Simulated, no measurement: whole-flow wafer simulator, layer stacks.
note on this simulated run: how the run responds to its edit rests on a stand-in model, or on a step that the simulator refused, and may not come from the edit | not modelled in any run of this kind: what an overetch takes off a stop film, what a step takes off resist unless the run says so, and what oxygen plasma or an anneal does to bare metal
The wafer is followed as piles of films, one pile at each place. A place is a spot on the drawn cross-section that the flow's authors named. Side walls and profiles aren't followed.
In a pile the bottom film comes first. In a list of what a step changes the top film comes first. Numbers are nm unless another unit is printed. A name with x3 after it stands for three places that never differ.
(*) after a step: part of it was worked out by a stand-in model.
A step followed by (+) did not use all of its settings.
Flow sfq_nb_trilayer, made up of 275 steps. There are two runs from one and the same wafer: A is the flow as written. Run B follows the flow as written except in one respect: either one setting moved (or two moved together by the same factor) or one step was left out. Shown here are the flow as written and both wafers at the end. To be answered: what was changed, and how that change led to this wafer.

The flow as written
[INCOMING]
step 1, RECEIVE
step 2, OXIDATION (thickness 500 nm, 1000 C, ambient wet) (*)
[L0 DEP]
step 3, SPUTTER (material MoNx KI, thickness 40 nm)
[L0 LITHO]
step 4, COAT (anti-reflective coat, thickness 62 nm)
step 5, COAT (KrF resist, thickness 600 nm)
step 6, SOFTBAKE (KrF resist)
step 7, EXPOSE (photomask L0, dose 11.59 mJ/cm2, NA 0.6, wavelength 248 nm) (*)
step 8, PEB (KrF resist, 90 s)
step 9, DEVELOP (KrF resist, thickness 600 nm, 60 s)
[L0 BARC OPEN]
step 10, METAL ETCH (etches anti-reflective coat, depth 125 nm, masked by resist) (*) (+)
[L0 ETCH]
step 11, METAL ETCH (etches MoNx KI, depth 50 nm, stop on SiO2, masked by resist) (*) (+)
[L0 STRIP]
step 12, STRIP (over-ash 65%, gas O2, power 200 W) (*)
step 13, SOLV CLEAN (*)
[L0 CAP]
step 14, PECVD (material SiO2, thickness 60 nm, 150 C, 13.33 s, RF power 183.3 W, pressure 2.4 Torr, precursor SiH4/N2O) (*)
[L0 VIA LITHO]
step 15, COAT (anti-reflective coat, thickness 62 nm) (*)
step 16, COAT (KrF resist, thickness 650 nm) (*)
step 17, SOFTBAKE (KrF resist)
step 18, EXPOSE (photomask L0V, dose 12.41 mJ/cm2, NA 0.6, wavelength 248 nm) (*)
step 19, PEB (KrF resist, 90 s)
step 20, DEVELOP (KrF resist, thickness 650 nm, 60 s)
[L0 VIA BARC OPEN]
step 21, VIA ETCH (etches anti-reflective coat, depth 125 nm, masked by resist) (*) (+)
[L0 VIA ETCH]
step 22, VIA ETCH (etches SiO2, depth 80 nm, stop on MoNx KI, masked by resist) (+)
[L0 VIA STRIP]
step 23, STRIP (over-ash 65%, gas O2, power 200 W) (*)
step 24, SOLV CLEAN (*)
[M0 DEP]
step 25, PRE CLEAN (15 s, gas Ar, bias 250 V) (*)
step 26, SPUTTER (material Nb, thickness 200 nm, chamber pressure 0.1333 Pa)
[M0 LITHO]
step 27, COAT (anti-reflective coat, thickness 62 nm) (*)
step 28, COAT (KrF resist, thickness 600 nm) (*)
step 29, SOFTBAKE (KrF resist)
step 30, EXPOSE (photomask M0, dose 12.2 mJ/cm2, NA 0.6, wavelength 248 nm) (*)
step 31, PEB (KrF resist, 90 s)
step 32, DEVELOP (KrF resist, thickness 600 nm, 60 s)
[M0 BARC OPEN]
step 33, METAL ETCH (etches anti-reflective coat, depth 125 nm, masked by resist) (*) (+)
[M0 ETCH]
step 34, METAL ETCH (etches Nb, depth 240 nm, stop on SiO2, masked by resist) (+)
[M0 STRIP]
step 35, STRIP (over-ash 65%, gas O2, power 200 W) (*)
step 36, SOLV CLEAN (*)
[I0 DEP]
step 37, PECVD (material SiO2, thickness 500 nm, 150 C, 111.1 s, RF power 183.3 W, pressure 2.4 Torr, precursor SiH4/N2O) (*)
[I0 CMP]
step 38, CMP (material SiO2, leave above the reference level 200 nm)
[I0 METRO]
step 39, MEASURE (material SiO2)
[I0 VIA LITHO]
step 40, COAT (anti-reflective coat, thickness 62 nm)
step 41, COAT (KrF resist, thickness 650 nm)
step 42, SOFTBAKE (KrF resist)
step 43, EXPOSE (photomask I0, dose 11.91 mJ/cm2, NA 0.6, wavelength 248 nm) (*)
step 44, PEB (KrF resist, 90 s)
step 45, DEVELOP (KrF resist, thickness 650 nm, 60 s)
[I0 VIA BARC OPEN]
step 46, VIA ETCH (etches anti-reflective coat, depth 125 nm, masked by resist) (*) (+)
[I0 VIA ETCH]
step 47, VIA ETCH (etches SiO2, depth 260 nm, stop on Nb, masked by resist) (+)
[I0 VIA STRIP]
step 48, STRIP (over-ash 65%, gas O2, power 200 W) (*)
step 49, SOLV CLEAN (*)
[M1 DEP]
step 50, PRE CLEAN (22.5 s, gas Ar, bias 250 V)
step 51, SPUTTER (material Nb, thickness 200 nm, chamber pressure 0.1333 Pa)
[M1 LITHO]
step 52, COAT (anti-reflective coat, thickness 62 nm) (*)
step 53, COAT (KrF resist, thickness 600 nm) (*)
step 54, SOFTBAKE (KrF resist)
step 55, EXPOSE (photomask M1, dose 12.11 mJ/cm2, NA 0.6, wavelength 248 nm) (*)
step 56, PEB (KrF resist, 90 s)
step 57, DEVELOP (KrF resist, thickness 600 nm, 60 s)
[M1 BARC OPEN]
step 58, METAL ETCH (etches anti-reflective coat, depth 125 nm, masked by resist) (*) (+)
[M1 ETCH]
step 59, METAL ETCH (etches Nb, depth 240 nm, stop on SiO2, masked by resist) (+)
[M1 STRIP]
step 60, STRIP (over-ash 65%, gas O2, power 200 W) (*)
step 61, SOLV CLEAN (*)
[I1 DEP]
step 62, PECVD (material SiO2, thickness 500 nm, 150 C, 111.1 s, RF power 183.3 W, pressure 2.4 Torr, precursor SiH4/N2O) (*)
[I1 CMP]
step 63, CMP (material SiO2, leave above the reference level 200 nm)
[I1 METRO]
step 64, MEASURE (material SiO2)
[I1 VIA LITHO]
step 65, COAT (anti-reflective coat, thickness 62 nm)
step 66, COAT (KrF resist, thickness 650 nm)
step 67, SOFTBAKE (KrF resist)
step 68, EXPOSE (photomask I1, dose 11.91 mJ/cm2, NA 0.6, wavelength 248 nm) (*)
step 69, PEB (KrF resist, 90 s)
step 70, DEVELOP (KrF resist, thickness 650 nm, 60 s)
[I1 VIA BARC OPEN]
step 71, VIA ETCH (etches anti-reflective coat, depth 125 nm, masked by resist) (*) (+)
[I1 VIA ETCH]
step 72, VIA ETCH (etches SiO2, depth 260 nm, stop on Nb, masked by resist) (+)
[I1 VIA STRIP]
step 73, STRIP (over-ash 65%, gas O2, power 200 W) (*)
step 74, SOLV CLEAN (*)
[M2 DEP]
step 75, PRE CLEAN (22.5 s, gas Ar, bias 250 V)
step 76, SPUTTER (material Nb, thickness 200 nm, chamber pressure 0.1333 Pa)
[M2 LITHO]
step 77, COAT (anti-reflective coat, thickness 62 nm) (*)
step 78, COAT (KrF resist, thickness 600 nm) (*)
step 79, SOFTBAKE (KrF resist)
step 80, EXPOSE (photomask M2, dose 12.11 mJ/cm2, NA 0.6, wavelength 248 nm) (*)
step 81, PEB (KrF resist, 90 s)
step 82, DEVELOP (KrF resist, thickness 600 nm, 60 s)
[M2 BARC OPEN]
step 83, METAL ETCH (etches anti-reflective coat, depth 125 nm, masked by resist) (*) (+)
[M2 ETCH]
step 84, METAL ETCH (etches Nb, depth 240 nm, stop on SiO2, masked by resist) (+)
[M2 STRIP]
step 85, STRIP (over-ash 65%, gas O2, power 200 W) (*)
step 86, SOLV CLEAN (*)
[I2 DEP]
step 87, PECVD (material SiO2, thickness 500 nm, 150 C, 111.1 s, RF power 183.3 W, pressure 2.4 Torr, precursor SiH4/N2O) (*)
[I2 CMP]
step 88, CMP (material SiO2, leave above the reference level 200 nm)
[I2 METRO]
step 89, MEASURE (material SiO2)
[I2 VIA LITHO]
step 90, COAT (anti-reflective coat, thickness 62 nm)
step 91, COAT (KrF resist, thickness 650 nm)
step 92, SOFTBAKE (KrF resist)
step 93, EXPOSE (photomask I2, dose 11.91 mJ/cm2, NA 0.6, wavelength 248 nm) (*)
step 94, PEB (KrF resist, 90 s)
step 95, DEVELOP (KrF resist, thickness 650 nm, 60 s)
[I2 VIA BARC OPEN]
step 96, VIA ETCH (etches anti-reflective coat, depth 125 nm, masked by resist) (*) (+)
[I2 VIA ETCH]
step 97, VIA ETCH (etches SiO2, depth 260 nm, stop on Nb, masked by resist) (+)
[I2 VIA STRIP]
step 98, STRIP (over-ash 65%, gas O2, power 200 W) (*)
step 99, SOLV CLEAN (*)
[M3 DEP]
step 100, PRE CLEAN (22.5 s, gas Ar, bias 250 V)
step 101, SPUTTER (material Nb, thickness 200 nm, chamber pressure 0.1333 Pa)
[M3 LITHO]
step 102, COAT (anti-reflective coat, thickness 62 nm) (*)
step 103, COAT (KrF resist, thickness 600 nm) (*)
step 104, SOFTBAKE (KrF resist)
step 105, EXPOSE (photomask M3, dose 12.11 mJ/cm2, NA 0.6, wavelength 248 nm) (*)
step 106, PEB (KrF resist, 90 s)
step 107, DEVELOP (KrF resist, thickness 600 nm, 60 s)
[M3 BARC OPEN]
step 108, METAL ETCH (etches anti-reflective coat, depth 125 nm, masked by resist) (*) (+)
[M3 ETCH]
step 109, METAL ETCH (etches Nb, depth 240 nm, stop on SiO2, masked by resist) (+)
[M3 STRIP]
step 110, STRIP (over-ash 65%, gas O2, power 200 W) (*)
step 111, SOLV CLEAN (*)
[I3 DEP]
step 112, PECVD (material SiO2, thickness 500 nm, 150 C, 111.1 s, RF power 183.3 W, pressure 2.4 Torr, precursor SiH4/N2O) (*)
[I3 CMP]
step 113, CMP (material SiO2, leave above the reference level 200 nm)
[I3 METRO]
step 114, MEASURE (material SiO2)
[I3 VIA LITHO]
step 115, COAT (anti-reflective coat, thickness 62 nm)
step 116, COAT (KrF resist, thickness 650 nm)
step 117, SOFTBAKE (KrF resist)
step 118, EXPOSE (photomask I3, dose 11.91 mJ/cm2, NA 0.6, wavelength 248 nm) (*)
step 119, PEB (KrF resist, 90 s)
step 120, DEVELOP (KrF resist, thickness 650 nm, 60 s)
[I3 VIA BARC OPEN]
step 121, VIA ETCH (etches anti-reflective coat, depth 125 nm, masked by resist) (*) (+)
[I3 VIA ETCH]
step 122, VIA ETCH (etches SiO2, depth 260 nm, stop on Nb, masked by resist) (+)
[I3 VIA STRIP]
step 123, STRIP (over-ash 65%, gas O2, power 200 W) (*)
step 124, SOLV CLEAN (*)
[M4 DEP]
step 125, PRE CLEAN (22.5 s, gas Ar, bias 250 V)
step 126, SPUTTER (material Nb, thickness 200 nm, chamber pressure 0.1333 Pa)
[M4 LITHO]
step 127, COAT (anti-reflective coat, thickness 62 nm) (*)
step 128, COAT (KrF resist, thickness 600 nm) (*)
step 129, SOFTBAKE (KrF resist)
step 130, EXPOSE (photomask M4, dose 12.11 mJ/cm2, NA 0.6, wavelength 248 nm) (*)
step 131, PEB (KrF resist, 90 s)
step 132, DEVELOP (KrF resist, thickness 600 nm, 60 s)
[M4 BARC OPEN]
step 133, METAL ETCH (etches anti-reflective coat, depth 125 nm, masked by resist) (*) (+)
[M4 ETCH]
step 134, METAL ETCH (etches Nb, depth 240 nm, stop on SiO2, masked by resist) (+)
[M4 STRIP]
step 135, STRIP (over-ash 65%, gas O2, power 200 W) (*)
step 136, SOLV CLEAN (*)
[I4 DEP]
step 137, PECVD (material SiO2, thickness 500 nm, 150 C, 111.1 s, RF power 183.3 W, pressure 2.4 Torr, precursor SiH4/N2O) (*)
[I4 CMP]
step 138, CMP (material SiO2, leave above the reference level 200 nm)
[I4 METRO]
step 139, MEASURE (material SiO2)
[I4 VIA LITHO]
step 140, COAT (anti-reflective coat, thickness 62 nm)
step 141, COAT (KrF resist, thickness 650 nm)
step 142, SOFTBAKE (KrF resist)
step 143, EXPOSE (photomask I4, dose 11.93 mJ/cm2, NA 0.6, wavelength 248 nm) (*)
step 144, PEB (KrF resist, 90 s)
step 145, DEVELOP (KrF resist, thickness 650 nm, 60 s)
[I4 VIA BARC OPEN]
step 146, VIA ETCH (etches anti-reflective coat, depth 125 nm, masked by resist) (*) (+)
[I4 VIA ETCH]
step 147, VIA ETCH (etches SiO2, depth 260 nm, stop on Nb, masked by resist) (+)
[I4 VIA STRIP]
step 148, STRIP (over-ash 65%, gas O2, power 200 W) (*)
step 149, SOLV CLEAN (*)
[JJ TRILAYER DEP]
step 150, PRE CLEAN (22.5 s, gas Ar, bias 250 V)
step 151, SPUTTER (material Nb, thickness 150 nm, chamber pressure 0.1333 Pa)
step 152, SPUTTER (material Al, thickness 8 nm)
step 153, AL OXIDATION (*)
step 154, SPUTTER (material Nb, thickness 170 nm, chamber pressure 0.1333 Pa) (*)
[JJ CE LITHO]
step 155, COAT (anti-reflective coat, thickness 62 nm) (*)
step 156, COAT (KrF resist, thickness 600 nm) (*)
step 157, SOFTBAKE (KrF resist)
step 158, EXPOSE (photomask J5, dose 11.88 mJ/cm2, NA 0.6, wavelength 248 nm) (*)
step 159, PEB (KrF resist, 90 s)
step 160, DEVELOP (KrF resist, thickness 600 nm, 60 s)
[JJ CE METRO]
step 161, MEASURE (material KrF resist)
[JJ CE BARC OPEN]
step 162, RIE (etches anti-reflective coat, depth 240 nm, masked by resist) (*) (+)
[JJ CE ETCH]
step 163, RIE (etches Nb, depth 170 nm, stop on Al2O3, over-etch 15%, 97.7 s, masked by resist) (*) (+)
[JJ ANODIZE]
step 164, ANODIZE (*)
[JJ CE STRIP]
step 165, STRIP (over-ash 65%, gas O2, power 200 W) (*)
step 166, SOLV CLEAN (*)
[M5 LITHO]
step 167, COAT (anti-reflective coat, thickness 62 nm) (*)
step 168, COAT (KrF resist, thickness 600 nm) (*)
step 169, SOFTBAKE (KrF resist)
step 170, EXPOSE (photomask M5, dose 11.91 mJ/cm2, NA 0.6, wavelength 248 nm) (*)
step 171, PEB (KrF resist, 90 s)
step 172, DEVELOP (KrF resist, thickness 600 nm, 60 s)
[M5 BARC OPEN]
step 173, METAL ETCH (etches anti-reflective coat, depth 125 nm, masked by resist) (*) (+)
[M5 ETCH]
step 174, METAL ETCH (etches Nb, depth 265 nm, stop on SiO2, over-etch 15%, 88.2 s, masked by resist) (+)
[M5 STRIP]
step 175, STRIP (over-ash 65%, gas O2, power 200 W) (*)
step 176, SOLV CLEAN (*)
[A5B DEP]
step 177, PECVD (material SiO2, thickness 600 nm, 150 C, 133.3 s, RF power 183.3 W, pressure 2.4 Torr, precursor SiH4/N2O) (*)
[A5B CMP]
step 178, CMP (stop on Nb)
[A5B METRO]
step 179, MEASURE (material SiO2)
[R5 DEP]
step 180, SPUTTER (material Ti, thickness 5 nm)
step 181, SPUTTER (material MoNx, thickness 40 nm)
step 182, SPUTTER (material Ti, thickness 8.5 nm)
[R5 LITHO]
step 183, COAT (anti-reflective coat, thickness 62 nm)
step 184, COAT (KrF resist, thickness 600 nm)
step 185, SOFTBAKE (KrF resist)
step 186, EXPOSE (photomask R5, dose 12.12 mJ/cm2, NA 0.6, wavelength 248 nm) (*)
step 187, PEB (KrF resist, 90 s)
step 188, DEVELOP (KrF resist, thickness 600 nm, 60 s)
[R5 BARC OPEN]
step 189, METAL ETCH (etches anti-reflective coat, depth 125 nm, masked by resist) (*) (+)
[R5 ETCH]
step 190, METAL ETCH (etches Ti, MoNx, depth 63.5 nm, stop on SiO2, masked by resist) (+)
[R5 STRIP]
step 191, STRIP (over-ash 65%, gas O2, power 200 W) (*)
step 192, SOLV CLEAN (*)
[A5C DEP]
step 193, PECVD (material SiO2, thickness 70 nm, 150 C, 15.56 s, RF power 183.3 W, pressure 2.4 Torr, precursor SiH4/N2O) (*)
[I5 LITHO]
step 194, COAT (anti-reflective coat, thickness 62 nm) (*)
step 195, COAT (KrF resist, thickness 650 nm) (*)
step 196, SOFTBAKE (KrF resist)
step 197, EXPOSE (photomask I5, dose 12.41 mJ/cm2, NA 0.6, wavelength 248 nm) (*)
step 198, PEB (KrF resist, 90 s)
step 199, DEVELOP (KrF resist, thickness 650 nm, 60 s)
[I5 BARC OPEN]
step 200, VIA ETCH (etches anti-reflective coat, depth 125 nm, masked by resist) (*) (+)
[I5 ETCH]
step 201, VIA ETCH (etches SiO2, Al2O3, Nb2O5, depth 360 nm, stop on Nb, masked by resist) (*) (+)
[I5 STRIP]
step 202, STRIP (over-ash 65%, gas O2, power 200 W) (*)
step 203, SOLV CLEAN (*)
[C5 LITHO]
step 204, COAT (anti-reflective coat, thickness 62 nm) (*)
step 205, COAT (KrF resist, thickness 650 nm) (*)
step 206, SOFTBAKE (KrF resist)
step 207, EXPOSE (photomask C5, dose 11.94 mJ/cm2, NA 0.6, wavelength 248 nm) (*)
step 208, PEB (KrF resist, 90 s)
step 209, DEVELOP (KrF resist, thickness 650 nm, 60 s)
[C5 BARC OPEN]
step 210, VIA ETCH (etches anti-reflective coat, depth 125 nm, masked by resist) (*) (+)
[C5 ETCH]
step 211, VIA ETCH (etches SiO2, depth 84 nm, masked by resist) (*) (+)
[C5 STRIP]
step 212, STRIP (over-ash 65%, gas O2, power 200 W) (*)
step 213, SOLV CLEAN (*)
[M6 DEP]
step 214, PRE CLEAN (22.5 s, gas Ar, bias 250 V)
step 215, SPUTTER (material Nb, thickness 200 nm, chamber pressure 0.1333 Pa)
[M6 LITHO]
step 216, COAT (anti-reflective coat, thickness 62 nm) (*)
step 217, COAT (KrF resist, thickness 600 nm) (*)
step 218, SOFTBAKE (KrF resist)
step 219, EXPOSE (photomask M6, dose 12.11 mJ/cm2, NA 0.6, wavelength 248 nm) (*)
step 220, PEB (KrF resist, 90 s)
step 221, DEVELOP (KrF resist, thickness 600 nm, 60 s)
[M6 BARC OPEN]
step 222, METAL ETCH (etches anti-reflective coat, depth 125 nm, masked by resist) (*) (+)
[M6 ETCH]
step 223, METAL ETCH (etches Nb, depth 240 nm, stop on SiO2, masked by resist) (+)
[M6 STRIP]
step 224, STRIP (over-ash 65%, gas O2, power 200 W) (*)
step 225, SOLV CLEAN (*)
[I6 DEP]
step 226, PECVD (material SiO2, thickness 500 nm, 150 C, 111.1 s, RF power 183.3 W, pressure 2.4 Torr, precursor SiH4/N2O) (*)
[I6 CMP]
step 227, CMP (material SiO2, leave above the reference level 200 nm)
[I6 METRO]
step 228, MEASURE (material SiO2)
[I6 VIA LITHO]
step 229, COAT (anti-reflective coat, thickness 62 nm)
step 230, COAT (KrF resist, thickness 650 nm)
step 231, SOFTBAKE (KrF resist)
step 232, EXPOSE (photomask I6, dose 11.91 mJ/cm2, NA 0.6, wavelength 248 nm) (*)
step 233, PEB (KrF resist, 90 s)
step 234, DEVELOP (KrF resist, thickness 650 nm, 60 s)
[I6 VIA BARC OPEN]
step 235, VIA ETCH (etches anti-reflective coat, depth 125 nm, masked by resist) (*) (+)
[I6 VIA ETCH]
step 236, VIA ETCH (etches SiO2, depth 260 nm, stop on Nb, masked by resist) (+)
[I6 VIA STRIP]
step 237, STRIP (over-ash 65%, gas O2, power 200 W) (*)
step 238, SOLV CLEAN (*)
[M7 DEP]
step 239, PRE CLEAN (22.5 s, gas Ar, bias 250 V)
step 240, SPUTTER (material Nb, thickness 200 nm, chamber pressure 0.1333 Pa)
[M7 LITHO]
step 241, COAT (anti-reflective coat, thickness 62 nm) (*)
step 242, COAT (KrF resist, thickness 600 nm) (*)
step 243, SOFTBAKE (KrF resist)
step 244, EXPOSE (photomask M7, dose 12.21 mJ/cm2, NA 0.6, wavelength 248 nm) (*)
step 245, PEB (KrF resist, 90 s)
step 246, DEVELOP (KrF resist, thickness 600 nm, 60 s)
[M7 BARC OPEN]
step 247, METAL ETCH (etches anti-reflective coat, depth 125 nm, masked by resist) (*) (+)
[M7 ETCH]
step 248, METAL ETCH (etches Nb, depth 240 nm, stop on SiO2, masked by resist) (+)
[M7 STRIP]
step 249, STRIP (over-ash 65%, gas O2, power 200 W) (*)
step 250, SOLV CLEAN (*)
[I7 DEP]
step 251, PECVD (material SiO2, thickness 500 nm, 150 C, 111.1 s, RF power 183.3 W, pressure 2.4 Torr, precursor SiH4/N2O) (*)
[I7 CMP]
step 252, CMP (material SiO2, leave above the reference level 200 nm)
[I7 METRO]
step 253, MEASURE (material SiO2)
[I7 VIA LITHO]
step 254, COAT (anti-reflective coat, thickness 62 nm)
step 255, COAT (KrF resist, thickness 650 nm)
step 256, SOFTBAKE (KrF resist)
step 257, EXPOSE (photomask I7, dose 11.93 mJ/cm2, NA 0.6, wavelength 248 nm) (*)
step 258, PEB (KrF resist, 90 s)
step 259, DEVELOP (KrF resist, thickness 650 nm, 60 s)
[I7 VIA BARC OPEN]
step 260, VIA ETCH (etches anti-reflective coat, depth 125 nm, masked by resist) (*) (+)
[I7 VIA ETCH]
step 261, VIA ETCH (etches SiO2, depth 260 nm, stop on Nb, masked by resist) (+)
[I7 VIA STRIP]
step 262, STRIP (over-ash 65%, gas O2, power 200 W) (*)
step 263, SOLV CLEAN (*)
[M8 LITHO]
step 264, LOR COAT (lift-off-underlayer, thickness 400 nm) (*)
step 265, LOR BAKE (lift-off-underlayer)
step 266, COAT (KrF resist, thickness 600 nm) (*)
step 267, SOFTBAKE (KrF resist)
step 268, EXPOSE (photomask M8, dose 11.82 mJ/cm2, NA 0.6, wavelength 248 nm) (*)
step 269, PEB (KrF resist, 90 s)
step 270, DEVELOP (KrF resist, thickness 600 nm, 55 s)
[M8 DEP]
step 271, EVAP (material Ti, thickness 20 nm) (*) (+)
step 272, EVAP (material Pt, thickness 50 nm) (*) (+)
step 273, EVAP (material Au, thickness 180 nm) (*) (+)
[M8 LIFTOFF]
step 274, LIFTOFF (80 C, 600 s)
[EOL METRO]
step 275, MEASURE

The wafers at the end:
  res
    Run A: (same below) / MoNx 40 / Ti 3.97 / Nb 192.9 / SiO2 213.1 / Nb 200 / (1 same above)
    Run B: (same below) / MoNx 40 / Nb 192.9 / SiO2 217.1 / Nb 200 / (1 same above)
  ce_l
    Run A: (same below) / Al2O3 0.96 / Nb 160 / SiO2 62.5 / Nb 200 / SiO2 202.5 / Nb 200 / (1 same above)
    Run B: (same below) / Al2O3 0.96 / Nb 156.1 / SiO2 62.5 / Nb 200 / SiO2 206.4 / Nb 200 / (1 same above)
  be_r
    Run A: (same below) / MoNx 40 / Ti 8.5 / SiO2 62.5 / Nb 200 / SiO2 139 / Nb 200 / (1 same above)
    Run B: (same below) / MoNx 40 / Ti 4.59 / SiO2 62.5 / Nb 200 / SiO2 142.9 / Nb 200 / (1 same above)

The reason: step 182, SPUTTER: thickness 4.59 nm was run, whereas the flow has thickness 8.5 nm.
The wafer itself shows it: be_r has Ti 4.59, and step 182 as written asks for 8.5 nm.

Step by step, how the change led to this:
  step 182, SPUTTER (material Ti, thickness 8.5 nm)
      field_l, v_sur, via_wl and 103 more: A Ti gains 8.5 (new film) | B Ti gains 4.59 (new film)
  step 190, METAL ETCH (etches Ti, MoNx, depth 63.5 nm, stop on SiO2, masked by resist) (+)
      field_l, v_sur, via_wl and 92 more: A Ti loses 8.5 (all of it), MoNx loses 40 (all of it), Ti loses 5 (all of it) | B Ti loses 4.59 (all of it), MoNx loses 40 (all of it), Ti loses 5 (all of it)
      ce_l, c5j, ce_r, wl_jj: A Ti loses 8.5 (all of it), MoNx loses 40 (all of it), Ti loses 5 (all of it), Nb loses 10 | B Ti loses 4.59 (all of it), MoNx loses 40 (all of it), Ti loses 5 (all of it), Nb loses 13.9
  step 194, COAT (anti-reflective coat, thickness 62 nm) (*)
      r5r_spacepad_l, r5r_spacepad_r: A anti-reflective coat gains 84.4 (new film) | B anti-reflective coat gains 82.7 (new film)
      ce_l: A anti-reflective coat gains 67.2 (new film) | B anti-reflective coat gains 68.9 (new film)
      (as well as at 2 more places)
  step 202, STRIP (over-ash 65%, gas O2, power 200 W) (*)
      r5r_spacepad_l, r5r_spacepad_r: A KrF resist loses 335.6 (all of it), anti-reflective coat loses 84.4 (all of it) | B KrF resist loses 335.5 (all of it), anti-reflective coat loses 82.7 (all of it)
      ce_l: A KrF resist loses 341.5 (all of it), anti-reflective coat loses 67.2 (all of it) | B KrF resist loses 342.5 (all of it), anti-reflective coat loses 68.9 (all of it)
      (as well as at 2 more places)
  step 204, COAT (anti-reflective coat, thickness 62 nm) (*)
      r5r_spacepad_l, r5r_spacepad_r: A anti-reflective coat gains 84.4 (new film) | B anti-reflective coat gains 82.7 (new film)
      ce_l: A anti-reflective coat gains 66 (new film) | B anti-reflective coat gains 67.7 (new film)
      (as well as at 2 more places)
  step 212, STRIP (over-ash 65%, gas O2, power 200 W) (*)
      r5r_spacepad_l, r5r_spacepad_r: A KrF resist loses 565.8 (all of it), anti-reflective coat loses 84.4 (all of it) | B KrF resist loses 565.3 (all of it), anti-reflective coat loses 82.7 (all of it)
      ce_l: A KrF resist loses 567.4 (all of it), anti-reflective coat loses 66 (all of it) | B KrF resist loses 568.2 (all of it), anti-reflective coat loses 67.7 (all of it)
      (as well as at 2 more places)
  step 214, PRE CLEAN (22.5 s, gas Ar, bias 250 V)
      res: A Ti loses 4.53 | B Ti loses 4.59 (all of it)
  step 216, COAT (anti-reflective coat, thickness 62 nm) (*)
      r5r_spacepad_l, r5r_spacepad_r: A anti-reflective coat gains 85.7 (new film) | B anti-reflective coat gains 83.8 (new film)
      ce_l: A anti-reflective coat gains 48 (new film) | B anti-reflective coat gains 49.2 (new film)
      (as well as at 2 more places)
  step 222, METAL ETCH (etches anti-reflective coat, depth 125 nm, masked by resist) (*) (+)
      r5r_spacepad_l, r5r_spacepad_r: A anti-reflective coat loses 85.7 (all of it) | B anti-reflective coat loses 83.8 (all of it)
  step 224, STRIP (over-ash 65%, gas O2, power 200 W) (*)
      ce_l: A KrF resist loses 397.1 (all of it), anti-reflective coat loses 48 (all of it) | B KrF resist loses 398.5 (all of it), anti-reflective coat loses 49.2 (all of it)
      ce_r: A KrF resist loses 403.5 (all of it), anti-reflective coat loses 48.8 (all of it) | B KrF resist loses 404.5 (all of it), anti-reflective coat loses 50 (all of it)
      (as well as at 1 more place)
  step 227, CMP (material SiO2, leave above the reference level 200 nm)
      r5r_line_l, r5r_line_c, r5r_line_r: A SiO2 loses 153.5 | B SiO2 loses 149.6
      r5r_spacepad_l, r5r_spacepad_r: A SiO2 loses 153.5 | B SiO2 loses 147.1
